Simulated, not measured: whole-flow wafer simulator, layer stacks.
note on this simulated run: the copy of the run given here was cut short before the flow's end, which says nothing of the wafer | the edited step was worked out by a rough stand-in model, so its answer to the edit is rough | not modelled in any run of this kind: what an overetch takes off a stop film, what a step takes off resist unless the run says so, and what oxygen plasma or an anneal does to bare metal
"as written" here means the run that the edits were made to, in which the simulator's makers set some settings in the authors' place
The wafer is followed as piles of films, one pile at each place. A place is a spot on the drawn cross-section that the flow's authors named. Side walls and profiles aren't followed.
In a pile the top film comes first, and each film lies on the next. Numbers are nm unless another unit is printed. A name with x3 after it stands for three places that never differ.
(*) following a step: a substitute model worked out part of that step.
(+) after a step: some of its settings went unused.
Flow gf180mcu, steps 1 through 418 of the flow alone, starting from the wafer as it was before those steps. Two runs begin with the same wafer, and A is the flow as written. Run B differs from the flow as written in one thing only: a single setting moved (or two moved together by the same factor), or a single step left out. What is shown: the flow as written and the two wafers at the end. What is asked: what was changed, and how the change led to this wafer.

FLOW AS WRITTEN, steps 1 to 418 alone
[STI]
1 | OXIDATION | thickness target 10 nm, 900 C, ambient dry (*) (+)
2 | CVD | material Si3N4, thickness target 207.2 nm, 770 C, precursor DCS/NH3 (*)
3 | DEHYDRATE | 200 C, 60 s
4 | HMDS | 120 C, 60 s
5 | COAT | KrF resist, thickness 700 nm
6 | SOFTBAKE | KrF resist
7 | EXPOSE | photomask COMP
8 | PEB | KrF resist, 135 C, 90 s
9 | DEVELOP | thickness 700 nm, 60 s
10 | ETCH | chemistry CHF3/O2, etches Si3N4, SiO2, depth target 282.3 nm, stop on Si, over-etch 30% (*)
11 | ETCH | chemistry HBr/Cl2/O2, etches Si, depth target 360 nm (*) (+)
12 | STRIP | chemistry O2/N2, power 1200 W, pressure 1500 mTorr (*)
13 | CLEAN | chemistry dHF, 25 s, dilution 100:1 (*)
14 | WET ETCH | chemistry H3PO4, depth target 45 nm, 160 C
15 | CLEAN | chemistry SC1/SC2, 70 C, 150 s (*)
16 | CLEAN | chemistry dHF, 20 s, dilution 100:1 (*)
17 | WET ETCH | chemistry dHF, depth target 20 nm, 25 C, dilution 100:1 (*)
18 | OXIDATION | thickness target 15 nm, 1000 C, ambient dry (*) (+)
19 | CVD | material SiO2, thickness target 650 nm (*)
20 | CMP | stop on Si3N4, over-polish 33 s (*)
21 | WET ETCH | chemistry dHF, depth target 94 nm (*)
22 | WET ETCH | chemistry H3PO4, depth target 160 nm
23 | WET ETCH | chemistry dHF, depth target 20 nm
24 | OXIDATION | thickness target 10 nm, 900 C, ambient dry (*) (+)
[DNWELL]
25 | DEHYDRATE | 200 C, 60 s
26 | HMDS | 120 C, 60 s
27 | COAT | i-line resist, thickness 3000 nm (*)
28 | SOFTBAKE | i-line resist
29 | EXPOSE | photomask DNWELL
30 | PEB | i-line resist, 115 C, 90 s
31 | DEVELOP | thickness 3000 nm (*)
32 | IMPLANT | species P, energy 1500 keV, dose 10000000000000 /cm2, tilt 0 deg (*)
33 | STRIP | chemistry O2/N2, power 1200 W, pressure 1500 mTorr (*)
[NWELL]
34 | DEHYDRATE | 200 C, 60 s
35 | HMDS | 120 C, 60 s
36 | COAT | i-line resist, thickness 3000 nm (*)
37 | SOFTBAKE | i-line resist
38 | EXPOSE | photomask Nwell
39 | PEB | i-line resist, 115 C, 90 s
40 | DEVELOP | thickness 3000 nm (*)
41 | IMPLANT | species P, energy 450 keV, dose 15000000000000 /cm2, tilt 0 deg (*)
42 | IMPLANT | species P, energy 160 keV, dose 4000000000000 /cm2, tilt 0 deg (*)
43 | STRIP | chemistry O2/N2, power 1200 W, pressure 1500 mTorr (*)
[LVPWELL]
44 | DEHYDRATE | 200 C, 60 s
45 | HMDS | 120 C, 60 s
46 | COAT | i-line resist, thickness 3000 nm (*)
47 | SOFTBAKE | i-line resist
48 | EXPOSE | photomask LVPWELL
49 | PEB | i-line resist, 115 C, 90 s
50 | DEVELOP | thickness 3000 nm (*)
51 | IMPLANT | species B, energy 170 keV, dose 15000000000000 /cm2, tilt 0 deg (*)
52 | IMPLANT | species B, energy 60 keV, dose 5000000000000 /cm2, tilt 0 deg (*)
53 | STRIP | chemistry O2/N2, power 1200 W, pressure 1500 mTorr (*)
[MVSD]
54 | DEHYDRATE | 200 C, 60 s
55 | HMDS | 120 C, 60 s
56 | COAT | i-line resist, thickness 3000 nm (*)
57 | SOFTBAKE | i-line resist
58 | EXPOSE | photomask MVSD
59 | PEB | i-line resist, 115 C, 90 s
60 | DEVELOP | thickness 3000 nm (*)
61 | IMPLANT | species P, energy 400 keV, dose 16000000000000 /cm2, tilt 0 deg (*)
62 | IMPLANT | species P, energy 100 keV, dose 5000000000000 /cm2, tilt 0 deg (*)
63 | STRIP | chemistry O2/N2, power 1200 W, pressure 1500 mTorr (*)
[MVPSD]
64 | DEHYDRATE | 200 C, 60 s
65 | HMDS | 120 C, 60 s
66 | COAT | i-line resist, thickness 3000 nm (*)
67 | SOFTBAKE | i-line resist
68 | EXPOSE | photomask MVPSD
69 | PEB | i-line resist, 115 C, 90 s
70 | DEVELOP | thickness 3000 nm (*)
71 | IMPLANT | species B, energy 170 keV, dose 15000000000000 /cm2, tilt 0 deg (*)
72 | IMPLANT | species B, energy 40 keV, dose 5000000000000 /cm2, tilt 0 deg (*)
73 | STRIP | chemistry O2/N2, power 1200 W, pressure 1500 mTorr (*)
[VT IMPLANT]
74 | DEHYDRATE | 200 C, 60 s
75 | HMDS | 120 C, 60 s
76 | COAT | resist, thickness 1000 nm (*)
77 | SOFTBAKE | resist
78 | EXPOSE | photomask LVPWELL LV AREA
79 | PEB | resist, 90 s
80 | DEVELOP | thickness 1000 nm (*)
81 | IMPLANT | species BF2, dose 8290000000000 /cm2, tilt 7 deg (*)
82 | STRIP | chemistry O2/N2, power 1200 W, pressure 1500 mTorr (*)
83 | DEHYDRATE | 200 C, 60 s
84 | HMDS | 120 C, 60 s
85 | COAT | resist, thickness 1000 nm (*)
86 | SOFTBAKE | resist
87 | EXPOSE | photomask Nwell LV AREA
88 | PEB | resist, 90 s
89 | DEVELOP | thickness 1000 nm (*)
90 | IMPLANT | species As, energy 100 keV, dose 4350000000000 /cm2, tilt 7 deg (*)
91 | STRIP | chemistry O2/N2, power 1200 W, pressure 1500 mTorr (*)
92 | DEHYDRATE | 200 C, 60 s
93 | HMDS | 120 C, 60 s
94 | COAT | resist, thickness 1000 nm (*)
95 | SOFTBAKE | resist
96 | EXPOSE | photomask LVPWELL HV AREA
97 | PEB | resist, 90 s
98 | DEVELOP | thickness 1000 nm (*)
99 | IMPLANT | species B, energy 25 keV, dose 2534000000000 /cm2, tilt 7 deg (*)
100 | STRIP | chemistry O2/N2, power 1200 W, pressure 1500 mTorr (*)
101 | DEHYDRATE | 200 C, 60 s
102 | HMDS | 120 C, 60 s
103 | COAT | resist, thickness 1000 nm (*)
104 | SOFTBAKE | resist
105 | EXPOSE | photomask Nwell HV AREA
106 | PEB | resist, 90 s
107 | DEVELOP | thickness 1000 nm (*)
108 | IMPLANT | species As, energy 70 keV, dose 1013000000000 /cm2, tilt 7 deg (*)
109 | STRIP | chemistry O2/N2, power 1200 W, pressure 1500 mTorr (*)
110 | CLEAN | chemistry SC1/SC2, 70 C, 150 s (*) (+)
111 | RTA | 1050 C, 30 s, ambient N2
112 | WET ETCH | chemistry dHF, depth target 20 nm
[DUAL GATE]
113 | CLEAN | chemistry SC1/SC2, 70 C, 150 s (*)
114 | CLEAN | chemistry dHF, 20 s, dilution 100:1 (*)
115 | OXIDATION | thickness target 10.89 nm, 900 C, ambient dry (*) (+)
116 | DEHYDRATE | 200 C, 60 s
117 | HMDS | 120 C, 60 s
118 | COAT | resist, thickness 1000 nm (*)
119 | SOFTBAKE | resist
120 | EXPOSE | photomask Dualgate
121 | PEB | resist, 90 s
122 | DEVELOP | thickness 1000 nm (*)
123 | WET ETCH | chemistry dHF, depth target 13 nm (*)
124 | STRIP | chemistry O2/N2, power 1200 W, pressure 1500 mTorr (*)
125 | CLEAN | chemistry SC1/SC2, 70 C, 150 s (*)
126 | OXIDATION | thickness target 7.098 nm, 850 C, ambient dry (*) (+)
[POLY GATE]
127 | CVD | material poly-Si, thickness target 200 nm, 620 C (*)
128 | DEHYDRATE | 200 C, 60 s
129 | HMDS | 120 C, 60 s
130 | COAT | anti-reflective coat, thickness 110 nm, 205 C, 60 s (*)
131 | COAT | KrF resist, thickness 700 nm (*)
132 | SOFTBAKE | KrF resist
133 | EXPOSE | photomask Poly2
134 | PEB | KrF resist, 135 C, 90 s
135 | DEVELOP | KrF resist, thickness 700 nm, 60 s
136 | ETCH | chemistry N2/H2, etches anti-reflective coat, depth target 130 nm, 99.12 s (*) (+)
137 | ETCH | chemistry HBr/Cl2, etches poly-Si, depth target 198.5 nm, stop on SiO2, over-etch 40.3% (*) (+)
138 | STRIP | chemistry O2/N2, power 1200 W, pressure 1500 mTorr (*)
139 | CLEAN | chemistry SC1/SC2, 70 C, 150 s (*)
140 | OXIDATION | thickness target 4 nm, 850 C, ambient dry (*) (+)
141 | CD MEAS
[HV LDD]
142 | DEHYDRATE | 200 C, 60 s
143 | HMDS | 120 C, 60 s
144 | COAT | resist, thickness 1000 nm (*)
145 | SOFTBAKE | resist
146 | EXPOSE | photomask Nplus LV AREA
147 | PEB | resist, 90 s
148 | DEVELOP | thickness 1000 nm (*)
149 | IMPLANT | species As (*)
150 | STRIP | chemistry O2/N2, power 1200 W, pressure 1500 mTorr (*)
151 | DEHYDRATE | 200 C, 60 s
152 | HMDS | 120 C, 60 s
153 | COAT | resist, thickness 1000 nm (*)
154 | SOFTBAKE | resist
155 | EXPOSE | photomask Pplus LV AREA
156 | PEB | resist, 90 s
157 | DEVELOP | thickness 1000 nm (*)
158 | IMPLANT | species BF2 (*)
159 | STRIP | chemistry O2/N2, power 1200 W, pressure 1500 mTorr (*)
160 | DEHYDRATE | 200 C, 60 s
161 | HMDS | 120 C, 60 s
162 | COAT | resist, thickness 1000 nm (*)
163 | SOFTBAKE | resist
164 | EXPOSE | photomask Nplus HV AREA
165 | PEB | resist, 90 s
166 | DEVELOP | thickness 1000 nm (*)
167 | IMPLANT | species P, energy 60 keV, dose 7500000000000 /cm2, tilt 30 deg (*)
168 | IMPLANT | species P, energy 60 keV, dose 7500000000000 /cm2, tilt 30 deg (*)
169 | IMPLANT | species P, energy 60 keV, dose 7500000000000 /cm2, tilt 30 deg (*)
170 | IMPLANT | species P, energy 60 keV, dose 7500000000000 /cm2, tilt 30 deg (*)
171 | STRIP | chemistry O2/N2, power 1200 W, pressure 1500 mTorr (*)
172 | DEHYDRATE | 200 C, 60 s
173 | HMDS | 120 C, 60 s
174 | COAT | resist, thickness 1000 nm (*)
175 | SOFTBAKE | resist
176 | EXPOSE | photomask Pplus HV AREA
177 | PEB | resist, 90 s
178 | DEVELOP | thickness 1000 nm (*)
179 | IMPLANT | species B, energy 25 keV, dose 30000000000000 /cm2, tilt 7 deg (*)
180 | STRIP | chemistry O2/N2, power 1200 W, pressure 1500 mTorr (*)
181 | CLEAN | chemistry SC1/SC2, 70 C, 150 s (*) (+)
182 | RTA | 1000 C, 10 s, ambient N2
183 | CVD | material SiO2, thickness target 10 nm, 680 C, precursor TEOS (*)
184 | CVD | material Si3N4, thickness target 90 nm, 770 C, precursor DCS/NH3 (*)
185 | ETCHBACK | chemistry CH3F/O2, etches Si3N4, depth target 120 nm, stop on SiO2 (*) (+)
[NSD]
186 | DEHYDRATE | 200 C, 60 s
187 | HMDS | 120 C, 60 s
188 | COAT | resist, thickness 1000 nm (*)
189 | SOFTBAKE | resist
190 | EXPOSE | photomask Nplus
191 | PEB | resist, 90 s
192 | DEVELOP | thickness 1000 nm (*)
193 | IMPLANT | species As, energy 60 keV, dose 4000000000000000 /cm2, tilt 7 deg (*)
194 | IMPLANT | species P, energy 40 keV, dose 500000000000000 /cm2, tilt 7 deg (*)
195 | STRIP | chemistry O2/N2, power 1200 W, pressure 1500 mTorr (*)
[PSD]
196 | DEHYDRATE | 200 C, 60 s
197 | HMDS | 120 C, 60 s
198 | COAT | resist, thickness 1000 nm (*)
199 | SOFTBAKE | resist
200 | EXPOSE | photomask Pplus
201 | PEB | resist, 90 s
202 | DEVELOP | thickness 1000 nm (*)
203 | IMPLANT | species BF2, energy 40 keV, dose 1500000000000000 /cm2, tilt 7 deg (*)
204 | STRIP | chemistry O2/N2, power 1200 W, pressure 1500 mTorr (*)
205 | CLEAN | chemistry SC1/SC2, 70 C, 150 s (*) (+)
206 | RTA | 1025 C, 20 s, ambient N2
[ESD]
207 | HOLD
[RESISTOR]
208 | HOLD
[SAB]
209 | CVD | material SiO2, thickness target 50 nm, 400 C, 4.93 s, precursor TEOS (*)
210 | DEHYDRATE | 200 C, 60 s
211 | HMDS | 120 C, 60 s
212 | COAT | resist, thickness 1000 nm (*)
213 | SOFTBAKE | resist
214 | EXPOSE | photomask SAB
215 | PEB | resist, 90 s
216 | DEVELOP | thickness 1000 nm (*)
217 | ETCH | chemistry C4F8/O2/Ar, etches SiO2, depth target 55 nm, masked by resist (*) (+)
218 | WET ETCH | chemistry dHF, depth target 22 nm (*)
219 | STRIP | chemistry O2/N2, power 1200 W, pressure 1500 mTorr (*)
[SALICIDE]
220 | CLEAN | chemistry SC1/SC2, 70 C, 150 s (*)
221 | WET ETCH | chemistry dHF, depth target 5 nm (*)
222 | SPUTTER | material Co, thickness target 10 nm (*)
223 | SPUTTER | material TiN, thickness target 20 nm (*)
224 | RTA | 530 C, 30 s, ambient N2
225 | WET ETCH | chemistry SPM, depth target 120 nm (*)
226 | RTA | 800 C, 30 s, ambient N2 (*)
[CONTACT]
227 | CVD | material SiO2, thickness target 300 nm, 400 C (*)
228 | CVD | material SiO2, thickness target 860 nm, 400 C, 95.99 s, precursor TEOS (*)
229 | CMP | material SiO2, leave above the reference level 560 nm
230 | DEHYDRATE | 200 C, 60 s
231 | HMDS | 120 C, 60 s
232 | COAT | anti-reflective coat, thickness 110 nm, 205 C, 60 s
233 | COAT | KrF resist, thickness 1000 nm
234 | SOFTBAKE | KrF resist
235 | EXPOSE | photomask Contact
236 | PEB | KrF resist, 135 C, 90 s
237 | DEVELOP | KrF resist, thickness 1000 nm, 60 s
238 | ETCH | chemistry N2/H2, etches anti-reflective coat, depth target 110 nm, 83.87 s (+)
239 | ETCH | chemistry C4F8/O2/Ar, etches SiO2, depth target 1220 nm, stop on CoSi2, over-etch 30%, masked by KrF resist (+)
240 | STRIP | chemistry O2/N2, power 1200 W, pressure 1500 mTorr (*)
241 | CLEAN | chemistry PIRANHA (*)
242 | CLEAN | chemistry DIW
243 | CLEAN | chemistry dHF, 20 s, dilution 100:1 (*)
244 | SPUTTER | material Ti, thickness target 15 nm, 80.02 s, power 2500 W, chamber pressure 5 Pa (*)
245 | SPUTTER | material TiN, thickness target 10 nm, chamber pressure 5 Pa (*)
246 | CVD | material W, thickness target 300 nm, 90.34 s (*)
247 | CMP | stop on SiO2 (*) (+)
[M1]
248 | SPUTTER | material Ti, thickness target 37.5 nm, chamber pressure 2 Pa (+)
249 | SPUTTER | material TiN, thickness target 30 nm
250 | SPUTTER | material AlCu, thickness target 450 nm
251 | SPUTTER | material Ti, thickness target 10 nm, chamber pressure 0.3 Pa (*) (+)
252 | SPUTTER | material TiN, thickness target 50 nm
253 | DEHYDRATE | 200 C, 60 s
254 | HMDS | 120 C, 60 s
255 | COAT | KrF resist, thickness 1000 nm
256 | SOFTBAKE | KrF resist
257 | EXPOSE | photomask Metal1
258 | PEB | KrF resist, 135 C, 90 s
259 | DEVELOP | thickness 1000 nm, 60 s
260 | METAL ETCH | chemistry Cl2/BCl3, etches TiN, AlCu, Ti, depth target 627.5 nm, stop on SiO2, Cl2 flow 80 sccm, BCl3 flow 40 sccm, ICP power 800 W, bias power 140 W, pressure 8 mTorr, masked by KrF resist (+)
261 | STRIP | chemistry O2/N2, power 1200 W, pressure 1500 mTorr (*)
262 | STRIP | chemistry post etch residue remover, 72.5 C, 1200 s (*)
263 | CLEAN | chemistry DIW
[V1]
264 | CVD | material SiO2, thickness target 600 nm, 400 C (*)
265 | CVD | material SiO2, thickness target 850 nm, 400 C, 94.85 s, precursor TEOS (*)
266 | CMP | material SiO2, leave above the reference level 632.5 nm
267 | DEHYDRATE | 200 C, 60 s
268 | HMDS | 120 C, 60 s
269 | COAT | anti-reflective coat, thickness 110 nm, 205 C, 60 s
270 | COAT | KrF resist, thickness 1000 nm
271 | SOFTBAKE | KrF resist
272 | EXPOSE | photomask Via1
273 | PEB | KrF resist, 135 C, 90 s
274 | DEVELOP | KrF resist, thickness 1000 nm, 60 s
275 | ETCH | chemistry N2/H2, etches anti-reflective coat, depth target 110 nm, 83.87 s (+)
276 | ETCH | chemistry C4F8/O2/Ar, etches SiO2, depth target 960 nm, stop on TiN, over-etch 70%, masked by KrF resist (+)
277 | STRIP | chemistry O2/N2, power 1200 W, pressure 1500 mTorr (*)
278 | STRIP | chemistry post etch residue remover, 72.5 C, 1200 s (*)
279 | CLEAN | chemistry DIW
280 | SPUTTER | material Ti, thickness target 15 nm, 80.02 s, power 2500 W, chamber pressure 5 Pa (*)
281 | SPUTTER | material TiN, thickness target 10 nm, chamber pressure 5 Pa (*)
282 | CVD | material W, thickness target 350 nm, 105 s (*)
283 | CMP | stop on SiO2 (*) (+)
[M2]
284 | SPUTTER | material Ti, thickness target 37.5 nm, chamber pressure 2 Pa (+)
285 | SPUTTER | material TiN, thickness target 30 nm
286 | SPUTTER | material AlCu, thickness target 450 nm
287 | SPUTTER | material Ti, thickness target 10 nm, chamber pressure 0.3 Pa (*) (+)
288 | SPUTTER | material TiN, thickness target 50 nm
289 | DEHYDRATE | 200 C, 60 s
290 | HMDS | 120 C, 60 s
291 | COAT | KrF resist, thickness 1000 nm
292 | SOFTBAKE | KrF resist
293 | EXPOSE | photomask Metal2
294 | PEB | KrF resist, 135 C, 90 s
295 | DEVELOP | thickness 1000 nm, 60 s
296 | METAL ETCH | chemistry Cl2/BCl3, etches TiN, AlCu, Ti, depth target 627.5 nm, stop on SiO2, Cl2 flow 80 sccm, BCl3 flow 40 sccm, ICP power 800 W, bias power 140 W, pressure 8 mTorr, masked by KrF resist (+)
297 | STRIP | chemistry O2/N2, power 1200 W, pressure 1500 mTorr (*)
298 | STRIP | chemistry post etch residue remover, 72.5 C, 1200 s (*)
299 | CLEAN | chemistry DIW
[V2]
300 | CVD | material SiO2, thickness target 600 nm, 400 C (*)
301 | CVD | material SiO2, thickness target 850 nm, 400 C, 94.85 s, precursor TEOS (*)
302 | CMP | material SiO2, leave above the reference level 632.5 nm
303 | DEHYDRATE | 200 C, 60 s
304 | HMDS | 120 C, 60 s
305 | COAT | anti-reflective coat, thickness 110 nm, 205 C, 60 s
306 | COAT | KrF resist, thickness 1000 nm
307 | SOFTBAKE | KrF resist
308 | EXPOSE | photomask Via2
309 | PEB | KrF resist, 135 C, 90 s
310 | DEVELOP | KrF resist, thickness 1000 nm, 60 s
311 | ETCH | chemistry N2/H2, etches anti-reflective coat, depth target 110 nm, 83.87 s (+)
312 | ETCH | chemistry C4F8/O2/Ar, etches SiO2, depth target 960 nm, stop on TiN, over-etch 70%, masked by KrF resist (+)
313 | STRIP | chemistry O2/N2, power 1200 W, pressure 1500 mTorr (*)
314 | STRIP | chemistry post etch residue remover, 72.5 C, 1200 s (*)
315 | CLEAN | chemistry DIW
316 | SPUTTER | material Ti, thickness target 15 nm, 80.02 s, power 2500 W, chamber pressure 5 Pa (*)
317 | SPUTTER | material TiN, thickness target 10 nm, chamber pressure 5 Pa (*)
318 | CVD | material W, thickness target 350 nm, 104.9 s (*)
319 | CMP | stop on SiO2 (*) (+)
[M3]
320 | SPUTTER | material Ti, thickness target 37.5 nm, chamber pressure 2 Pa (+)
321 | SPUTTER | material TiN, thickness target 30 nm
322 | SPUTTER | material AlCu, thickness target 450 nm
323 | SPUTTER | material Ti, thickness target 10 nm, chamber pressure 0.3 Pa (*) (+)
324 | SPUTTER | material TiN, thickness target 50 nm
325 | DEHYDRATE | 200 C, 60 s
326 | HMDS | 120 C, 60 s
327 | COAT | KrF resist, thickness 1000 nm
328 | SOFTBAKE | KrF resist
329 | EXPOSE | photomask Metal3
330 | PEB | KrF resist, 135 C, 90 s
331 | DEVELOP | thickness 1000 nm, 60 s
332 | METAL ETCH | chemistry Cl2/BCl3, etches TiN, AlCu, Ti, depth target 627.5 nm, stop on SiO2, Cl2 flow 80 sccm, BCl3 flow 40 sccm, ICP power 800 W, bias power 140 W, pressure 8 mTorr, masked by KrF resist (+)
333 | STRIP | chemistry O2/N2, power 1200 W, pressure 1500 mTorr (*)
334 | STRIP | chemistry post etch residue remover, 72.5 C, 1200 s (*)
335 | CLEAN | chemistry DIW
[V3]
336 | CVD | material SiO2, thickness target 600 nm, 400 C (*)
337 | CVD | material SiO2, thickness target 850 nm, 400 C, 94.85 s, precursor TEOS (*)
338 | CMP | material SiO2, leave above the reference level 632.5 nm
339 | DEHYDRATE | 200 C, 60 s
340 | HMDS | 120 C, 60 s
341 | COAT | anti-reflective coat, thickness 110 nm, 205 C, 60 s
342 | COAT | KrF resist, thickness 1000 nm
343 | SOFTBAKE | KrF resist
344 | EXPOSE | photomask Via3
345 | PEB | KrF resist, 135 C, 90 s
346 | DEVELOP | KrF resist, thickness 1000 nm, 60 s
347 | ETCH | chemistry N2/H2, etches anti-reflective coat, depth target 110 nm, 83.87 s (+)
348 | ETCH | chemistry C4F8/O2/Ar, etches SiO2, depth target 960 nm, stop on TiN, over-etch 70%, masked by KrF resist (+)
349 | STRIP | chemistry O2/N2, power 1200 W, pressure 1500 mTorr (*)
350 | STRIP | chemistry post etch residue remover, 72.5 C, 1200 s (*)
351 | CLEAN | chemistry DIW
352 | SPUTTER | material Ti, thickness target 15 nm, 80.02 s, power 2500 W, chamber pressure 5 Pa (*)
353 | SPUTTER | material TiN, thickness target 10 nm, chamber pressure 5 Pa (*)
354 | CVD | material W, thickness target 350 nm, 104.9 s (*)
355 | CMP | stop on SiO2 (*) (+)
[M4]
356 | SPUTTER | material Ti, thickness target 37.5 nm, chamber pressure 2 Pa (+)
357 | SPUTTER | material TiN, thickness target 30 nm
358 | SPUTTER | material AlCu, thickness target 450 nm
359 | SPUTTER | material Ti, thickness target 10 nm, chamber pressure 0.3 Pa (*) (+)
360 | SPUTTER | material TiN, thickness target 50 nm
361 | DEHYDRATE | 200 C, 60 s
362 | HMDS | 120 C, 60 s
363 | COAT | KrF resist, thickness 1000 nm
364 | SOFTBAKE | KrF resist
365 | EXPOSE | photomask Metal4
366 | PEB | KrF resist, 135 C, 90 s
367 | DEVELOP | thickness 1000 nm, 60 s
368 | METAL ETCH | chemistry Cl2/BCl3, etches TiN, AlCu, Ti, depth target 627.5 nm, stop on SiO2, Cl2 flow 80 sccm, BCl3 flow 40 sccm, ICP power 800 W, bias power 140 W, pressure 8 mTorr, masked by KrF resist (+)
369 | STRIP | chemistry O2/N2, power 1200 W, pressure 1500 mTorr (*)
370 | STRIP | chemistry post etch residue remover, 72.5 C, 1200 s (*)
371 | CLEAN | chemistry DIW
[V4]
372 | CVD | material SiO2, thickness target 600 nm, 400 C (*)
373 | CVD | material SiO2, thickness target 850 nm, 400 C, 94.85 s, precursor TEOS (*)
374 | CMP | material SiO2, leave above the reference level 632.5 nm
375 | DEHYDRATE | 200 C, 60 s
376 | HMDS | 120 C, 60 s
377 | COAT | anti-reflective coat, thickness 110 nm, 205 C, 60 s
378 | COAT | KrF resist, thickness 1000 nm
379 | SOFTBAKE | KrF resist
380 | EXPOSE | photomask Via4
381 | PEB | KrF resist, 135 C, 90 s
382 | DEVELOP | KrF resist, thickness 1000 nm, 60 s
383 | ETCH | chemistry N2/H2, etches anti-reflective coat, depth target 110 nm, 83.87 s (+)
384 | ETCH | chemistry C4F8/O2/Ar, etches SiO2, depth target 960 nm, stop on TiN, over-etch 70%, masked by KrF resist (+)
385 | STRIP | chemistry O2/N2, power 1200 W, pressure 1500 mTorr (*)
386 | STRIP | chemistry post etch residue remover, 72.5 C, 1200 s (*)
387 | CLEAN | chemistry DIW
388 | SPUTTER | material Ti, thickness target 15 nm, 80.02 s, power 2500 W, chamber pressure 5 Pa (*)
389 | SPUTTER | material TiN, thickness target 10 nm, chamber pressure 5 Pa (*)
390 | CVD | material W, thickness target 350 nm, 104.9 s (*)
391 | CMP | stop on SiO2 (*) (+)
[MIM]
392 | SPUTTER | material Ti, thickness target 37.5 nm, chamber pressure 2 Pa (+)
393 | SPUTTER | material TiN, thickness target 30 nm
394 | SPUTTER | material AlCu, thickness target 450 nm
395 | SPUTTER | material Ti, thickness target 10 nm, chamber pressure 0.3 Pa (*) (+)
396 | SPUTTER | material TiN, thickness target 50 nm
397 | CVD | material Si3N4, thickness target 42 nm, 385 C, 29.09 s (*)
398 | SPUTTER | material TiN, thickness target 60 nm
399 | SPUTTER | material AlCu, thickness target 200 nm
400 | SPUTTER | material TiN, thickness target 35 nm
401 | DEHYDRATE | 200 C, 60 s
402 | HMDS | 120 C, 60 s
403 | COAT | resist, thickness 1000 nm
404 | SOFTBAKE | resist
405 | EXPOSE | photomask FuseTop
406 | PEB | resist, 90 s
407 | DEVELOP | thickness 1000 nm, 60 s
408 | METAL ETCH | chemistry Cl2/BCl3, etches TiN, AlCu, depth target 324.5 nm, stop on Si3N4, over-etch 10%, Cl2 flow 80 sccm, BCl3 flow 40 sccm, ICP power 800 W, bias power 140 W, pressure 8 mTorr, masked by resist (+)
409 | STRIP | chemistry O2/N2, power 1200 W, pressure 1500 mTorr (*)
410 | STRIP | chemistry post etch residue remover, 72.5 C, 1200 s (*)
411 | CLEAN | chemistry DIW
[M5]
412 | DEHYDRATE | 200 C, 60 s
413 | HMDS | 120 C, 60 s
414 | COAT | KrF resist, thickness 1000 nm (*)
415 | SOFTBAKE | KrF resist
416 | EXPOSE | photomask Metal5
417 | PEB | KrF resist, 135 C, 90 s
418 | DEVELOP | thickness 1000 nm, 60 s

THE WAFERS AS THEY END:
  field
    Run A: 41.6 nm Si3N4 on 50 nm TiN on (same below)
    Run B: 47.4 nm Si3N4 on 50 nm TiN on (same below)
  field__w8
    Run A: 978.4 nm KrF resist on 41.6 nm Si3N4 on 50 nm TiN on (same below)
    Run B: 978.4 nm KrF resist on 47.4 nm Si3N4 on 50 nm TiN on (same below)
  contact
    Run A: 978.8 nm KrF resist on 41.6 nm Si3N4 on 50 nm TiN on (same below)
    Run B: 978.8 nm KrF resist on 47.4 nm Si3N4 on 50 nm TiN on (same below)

The reason: step 397, CVD: 33.09 s was run, whereas the flow has 29.09 s.

The path from the change to this, step by step:
  397 | CVD | material Si3N4, thickness target 42 nm, 385 C, 29.09 s (*)
      field, field__w1, field__w2 and 108 more: A +42 Si3N4 (new film) | B +47.8 Si3N4 (new film)
